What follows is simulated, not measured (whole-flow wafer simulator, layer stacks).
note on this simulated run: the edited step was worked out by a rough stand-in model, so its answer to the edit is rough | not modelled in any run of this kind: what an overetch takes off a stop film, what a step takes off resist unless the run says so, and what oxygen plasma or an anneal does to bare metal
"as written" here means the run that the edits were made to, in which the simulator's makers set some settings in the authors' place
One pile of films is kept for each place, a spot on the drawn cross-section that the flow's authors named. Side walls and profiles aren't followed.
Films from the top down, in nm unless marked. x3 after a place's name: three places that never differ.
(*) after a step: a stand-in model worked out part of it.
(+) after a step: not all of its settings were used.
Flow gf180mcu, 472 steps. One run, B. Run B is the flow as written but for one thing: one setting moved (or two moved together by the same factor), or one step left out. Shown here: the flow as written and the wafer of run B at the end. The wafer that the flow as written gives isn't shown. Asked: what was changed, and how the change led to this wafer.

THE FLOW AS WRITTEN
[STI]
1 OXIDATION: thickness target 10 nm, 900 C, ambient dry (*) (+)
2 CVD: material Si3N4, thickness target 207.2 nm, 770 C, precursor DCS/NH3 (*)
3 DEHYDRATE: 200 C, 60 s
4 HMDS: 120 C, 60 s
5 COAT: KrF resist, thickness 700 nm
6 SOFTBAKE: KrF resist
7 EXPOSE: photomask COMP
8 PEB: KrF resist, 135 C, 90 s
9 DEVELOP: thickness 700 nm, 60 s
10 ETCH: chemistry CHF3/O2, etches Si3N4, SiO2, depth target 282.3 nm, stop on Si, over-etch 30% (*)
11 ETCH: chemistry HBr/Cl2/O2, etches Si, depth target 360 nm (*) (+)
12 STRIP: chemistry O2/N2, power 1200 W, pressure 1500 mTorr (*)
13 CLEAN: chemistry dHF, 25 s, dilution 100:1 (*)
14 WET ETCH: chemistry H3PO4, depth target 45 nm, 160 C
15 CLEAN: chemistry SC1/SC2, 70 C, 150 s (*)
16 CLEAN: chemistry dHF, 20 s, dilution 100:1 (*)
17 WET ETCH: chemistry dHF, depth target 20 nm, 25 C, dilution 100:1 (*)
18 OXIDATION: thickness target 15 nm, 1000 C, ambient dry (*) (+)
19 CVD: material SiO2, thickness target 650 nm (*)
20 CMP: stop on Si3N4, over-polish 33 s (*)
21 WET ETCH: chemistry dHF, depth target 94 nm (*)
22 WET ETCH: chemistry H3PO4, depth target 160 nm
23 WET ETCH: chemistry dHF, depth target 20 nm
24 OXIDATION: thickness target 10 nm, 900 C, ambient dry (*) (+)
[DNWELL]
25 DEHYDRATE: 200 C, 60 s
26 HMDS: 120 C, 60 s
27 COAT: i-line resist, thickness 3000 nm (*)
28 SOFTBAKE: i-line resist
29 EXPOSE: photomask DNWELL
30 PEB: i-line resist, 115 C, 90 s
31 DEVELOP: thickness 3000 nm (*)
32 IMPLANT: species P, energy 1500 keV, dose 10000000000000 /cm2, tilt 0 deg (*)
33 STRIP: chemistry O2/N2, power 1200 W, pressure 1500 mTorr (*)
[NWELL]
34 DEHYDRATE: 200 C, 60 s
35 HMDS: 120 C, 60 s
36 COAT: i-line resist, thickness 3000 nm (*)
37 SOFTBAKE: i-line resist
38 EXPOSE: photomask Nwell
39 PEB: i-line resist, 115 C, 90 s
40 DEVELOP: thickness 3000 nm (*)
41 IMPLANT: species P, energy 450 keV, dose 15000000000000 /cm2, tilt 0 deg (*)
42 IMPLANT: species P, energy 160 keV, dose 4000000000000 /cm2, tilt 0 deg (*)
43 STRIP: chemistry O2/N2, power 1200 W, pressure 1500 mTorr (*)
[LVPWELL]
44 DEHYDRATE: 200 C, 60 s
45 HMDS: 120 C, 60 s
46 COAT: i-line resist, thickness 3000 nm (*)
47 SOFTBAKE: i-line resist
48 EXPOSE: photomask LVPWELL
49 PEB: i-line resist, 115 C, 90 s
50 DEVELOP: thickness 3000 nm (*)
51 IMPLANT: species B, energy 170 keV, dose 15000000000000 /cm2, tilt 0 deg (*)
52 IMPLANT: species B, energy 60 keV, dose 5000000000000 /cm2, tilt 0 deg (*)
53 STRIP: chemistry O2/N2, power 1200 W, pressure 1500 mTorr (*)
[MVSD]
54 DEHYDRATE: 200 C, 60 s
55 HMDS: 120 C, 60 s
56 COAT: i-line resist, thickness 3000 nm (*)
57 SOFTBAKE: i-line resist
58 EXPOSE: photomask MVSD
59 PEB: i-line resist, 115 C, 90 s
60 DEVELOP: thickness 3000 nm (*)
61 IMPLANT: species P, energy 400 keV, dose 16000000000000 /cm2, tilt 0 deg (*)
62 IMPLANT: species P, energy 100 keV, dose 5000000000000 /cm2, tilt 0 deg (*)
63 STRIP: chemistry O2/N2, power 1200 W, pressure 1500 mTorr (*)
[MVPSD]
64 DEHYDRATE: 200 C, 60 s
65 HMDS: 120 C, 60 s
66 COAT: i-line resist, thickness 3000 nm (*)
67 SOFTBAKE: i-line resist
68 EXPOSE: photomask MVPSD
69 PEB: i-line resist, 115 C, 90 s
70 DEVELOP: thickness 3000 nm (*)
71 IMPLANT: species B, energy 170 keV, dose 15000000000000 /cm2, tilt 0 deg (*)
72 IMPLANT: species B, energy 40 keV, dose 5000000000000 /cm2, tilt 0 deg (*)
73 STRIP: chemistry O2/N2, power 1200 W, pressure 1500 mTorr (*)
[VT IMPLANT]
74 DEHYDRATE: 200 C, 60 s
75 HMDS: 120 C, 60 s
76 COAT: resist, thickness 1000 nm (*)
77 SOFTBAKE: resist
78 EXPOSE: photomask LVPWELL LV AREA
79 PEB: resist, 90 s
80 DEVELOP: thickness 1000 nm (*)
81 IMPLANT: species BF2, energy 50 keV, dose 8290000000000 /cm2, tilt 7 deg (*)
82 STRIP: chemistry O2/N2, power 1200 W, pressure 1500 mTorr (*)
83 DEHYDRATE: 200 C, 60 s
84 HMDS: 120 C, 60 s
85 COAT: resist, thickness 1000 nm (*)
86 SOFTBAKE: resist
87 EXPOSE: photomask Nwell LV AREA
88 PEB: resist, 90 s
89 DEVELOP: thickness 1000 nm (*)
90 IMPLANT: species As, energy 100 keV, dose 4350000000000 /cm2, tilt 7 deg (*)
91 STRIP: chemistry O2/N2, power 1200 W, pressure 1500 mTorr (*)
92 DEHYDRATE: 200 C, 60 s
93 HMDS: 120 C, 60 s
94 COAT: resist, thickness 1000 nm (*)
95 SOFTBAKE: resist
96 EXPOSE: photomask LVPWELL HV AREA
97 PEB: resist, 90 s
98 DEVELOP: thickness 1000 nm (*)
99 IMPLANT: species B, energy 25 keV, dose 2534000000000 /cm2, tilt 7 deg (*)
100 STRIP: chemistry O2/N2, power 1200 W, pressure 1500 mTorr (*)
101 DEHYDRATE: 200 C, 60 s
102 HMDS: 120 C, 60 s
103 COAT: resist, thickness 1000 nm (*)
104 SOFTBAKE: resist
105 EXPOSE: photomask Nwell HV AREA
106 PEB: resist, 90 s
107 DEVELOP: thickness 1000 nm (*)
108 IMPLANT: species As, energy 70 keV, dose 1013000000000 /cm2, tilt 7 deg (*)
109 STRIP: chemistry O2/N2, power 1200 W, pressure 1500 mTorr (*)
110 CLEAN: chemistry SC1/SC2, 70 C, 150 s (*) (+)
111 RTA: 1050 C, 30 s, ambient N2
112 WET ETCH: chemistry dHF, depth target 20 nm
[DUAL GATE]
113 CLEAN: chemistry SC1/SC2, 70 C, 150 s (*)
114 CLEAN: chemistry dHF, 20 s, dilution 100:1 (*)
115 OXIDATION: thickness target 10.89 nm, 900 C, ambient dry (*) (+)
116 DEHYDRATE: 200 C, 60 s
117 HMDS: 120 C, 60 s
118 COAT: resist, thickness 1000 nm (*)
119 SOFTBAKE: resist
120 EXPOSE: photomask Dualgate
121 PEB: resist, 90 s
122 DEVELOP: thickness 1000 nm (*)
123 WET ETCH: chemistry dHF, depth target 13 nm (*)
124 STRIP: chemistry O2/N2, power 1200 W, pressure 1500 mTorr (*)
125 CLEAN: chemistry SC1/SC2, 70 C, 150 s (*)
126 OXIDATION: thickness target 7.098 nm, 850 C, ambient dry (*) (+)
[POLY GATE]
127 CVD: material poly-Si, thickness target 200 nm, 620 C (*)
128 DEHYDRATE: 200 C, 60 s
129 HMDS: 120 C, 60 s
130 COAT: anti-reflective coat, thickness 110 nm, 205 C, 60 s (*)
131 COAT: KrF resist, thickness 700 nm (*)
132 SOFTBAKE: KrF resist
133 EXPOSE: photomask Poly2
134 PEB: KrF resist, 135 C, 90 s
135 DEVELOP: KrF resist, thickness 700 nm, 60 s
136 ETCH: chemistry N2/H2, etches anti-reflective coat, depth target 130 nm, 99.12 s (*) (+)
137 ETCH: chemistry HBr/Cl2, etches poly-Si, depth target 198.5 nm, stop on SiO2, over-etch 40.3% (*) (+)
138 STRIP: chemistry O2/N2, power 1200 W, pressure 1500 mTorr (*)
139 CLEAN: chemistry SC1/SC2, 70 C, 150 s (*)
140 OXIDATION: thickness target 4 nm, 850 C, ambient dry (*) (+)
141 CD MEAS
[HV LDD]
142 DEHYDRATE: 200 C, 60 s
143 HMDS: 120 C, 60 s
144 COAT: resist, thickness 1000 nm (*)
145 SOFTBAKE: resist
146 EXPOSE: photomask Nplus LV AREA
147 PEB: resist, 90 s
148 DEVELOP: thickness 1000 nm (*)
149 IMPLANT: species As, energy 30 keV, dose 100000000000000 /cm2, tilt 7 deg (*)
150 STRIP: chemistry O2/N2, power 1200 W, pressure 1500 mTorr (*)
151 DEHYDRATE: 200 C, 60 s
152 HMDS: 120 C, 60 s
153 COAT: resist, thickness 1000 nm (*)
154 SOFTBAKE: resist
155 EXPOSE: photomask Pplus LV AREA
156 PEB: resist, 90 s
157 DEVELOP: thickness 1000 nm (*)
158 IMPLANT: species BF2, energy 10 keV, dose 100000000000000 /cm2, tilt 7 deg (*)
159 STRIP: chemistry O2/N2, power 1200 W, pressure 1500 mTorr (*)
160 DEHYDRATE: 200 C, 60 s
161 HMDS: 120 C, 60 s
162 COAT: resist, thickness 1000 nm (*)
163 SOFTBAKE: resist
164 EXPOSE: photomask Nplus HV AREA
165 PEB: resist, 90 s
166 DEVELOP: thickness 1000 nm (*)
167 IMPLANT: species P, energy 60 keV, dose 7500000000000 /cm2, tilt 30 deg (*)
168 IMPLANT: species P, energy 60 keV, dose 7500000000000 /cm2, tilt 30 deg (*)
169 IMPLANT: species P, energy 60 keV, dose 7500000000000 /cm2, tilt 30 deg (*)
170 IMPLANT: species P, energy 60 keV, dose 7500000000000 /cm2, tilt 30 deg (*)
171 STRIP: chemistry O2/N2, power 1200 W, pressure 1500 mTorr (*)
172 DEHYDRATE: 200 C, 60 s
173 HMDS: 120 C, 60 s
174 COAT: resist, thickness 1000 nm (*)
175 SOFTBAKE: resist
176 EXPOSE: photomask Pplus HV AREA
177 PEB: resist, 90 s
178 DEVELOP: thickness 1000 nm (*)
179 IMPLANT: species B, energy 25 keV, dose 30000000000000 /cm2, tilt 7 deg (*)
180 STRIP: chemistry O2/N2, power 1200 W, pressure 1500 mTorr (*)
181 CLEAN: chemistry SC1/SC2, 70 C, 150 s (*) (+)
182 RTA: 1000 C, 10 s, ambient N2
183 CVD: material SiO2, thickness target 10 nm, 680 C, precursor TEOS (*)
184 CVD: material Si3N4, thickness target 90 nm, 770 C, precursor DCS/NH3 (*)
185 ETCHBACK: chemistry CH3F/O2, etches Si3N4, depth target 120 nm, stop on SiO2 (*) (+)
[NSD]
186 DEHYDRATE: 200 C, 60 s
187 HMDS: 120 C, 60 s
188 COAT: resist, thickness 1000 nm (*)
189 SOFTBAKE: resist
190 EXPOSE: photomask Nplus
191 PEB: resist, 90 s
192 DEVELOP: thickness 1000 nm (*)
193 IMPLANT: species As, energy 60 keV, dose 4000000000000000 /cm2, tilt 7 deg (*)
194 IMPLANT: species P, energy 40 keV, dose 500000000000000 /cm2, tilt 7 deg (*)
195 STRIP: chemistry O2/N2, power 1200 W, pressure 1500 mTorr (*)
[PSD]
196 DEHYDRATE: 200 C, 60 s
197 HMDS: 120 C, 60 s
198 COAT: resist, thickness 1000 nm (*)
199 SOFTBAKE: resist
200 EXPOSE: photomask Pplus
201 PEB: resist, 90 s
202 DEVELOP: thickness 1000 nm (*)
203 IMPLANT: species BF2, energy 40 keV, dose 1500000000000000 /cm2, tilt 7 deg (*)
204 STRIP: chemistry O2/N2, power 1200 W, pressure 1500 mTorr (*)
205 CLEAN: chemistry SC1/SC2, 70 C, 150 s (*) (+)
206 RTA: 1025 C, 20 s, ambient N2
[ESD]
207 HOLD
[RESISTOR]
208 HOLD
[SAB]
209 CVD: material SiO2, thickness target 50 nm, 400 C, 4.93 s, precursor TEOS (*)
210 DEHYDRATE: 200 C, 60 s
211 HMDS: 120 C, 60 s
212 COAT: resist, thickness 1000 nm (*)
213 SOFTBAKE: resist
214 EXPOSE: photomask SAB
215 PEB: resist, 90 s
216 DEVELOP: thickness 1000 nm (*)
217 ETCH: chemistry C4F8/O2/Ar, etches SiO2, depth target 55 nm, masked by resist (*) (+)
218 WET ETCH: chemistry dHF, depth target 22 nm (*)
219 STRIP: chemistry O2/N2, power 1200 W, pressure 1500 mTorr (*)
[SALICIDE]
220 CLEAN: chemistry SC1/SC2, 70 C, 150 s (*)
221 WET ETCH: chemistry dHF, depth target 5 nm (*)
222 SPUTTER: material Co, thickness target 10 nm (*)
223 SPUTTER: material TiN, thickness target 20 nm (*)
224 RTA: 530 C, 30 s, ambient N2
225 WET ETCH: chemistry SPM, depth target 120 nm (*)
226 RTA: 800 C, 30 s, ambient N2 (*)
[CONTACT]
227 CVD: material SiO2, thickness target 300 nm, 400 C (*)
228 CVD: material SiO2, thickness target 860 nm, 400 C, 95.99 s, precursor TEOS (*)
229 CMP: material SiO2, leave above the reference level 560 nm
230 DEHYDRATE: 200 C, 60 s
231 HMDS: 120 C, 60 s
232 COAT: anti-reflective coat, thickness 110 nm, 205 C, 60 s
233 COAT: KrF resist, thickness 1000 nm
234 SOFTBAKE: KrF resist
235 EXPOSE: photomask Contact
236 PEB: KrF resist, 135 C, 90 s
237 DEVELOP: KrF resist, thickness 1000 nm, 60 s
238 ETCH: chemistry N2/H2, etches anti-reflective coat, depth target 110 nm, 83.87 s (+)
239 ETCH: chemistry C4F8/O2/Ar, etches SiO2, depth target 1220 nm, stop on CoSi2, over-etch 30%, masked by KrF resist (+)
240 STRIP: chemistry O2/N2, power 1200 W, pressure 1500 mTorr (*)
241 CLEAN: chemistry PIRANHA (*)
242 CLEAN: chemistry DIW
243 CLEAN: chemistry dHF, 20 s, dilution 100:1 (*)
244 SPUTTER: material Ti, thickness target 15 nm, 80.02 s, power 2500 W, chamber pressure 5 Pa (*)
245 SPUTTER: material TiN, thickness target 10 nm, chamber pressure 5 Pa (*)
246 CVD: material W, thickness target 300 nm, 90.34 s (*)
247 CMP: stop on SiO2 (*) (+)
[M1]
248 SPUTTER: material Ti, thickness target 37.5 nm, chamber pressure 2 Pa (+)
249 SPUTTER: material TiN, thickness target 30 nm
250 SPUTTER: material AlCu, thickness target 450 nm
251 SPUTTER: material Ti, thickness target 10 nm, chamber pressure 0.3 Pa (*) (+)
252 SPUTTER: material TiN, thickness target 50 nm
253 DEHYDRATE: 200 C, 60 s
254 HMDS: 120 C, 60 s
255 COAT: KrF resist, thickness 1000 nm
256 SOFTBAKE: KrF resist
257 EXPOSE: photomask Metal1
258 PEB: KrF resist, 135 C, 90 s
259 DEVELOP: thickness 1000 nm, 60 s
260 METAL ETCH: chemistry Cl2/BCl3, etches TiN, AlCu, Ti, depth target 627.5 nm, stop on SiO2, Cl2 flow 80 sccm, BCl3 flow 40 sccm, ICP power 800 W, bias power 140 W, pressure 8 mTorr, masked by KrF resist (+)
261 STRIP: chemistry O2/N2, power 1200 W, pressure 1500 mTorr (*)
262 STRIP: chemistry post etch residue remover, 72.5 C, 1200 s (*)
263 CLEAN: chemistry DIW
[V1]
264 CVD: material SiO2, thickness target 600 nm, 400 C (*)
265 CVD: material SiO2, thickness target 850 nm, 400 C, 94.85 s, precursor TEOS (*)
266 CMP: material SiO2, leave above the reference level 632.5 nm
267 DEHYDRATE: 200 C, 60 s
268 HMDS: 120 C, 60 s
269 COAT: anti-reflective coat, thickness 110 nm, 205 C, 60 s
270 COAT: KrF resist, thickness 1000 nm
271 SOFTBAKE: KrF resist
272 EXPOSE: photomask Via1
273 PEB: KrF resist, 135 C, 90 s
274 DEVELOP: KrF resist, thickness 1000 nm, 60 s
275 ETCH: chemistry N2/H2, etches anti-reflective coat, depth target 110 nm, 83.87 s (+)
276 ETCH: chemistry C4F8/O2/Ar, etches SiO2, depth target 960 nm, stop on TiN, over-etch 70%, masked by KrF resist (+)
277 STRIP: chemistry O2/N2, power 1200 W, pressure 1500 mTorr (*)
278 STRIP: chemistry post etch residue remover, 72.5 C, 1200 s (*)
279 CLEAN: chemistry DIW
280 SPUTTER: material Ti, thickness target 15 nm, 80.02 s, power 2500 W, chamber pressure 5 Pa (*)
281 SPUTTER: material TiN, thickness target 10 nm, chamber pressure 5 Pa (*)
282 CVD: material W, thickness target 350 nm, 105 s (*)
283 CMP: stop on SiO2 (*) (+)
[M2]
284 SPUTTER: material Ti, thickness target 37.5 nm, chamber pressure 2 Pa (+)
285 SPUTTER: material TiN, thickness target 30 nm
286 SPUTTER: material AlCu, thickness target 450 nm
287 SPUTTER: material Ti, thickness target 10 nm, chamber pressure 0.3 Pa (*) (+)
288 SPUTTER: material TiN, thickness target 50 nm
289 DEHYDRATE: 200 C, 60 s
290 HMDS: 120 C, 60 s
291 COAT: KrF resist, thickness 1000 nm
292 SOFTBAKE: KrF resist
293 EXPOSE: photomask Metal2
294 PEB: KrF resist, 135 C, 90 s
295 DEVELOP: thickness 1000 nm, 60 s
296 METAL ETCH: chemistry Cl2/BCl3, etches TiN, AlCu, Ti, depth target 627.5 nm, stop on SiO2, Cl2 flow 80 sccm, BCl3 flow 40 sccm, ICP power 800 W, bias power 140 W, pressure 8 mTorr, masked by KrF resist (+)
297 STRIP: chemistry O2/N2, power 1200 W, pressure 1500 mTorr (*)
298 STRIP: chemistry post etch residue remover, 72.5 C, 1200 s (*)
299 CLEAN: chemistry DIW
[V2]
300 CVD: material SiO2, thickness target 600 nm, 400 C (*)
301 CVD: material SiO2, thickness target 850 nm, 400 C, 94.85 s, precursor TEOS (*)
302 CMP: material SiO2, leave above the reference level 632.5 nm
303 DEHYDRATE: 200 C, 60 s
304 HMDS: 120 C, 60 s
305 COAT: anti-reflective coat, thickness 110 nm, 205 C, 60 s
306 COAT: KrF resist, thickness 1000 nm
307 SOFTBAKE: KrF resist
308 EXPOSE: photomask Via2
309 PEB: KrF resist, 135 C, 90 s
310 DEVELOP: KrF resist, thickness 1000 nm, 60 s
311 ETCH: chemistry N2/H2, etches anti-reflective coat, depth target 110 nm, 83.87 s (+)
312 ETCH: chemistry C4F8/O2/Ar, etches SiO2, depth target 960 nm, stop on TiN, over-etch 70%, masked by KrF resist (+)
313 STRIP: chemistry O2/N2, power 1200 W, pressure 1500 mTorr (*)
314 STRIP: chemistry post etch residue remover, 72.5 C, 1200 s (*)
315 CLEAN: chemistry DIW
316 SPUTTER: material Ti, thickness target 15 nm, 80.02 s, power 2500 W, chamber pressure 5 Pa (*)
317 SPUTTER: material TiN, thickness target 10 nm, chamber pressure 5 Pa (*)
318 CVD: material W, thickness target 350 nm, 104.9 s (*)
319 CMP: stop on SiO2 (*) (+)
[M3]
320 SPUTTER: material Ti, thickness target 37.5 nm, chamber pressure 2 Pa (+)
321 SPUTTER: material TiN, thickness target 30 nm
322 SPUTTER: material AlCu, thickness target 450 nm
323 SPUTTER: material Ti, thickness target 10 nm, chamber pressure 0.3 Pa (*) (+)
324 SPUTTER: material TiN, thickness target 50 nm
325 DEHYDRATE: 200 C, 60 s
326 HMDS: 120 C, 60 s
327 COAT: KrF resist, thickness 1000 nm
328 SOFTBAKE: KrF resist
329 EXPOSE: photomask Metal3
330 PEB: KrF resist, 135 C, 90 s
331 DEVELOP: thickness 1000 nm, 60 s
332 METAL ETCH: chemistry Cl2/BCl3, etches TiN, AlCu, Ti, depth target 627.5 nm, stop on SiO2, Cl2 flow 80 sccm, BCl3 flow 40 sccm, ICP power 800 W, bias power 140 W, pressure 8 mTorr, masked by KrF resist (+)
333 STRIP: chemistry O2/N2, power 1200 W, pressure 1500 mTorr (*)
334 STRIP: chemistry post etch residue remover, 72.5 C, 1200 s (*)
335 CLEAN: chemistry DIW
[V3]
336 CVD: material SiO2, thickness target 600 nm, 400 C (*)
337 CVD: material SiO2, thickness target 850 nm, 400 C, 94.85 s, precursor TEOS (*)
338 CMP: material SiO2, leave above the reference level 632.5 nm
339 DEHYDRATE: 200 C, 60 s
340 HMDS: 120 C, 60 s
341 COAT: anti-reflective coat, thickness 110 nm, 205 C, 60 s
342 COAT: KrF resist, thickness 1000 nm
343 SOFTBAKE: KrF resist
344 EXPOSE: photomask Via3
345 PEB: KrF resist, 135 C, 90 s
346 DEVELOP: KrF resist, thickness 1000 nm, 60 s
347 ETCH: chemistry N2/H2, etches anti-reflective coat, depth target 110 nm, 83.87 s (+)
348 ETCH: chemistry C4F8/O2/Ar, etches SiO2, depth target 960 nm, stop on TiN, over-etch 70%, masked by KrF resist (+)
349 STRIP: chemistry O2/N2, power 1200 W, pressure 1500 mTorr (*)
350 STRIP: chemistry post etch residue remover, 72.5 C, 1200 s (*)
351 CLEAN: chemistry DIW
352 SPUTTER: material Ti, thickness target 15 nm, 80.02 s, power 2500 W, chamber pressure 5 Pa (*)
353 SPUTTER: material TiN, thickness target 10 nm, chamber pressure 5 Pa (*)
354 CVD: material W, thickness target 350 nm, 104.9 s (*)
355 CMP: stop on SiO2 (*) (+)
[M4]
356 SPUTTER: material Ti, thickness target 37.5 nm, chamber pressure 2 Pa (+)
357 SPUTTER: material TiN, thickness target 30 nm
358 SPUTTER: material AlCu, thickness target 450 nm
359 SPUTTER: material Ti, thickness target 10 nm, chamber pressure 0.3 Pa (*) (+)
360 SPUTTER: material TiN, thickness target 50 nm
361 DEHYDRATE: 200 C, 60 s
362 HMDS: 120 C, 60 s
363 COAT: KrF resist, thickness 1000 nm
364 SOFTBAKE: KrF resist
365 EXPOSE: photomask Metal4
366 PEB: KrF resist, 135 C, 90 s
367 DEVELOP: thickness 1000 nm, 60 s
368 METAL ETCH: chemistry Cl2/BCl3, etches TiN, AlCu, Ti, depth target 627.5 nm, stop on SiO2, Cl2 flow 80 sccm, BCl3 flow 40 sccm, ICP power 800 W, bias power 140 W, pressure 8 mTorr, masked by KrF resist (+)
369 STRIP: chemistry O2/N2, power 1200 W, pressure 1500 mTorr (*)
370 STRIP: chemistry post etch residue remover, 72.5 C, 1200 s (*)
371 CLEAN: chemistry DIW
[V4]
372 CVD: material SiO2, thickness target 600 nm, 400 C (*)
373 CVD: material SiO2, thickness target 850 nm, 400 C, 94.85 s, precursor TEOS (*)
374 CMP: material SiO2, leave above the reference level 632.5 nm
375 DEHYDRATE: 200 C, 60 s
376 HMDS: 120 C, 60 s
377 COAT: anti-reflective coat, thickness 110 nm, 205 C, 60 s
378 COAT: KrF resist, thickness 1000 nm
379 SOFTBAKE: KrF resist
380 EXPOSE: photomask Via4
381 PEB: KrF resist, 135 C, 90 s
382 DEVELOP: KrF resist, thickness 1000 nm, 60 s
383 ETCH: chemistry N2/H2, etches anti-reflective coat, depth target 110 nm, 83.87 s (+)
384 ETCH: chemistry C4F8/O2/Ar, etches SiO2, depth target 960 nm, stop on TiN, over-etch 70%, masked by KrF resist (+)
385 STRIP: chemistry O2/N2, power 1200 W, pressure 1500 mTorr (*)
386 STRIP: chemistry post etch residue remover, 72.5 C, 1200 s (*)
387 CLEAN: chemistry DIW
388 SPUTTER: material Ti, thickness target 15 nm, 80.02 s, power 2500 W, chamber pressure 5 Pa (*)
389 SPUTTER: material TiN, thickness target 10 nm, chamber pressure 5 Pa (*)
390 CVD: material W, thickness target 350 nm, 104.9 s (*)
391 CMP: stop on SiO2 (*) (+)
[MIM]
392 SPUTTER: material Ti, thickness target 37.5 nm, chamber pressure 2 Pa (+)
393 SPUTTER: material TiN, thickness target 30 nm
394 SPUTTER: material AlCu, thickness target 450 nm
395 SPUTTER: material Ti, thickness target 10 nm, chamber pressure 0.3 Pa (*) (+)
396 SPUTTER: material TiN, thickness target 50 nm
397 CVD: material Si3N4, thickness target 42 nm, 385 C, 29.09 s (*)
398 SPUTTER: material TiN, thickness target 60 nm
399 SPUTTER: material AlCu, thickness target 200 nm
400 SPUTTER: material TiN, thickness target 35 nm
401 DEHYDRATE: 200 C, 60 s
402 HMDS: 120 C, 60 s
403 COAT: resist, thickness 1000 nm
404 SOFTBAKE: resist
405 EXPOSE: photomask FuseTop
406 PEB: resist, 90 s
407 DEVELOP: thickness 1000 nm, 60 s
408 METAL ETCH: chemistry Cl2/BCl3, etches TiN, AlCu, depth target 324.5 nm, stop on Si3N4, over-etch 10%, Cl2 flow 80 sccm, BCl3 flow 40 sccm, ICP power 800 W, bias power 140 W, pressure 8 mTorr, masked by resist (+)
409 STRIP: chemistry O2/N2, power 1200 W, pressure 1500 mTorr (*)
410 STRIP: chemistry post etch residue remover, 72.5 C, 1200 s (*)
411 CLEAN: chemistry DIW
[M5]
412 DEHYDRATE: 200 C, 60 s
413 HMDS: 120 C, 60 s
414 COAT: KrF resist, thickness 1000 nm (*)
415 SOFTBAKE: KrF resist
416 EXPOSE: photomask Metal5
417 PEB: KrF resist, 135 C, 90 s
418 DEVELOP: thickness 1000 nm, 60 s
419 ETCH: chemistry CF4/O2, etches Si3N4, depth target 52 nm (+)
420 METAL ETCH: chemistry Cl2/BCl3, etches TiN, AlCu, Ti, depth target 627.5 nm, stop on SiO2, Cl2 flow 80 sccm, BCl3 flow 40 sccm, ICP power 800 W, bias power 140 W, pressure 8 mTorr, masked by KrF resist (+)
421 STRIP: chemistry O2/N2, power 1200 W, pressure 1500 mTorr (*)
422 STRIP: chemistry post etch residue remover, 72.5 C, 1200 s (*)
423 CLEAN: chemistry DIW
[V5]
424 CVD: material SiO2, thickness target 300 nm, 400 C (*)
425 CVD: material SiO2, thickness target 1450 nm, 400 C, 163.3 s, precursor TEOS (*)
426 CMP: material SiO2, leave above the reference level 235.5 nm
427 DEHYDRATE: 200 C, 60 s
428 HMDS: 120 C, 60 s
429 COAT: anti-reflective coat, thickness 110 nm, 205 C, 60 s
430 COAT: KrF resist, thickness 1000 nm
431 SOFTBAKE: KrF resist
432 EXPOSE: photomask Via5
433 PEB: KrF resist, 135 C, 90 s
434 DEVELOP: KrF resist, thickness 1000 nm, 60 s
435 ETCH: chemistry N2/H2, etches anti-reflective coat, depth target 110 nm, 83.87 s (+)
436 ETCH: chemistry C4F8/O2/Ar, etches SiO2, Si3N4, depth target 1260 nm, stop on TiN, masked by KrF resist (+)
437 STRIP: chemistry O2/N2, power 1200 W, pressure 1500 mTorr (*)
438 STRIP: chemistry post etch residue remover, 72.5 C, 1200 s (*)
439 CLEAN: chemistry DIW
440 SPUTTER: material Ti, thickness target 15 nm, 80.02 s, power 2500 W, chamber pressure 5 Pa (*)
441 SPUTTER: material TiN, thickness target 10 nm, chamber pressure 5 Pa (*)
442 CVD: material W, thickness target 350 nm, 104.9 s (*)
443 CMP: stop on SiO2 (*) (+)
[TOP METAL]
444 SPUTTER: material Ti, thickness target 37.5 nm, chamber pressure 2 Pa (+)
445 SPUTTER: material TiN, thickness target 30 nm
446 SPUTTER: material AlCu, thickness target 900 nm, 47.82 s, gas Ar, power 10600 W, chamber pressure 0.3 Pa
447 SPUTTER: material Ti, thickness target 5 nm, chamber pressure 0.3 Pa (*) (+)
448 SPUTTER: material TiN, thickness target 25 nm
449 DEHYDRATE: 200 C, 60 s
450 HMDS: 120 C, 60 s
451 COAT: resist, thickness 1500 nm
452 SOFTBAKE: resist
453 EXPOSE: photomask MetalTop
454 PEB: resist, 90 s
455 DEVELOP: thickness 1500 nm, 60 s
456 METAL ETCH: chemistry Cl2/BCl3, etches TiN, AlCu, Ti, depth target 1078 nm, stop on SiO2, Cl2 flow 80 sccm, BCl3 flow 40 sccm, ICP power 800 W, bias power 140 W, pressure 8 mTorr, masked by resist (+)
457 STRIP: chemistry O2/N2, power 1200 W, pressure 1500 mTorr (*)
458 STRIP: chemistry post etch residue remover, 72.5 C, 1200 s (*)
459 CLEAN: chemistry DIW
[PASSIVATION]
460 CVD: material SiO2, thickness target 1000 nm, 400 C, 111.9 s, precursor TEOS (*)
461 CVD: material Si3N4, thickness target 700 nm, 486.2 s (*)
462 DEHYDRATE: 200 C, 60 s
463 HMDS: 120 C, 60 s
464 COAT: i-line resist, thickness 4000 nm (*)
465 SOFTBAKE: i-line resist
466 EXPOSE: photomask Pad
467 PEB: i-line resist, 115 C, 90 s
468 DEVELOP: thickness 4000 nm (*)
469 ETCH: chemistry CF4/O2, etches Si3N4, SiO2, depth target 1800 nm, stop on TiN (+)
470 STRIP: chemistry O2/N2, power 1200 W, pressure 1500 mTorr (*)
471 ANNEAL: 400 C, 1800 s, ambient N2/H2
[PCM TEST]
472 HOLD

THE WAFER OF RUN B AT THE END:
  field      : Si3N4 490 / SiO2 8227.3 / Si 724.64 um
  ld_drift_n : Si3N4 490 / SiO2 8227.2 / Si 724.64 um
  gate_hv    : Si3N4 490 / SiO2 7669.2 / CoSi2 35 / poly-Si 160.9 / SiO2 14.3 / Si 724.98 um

The cause: step 461, CVD: thickness target 490 nm was run, where the flow has thickness target 700 nm.
It can be read off the wafer: field has Si3N4 490, and step 461 as written asks for 700 nm.

How the change led to this, step by step:
  461 CVD: material Si3N4, thickness target 700 nm, 486.2 s (*)
      field, field__w1, field__w2 and 109 more: Si3N4 +490 (new film) (as written it would be: Si3N4 +700 (new film))
  465 SOFTBAKE: i-line resist
      field__w5, field__w9: i-line resist +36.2 (as written it would be: i-line resist +37.3)
      field__w11, nw_enc_fld_lv__w4: i-line resist +36.8 (as written it would be: i-line resist +37.9)
      (and at 46 more places)
  469 ETCH: chemistry CF4/O2, etches Si3N4, SiO2, depth target 1800 nm, stop on TiN (+)
      pad: Si3N4 -490 (all of it), SiO2 -1000 (all of it) (as written it would be: Si3N4 -700 (all of it), SiO2 -1000 (all of it))
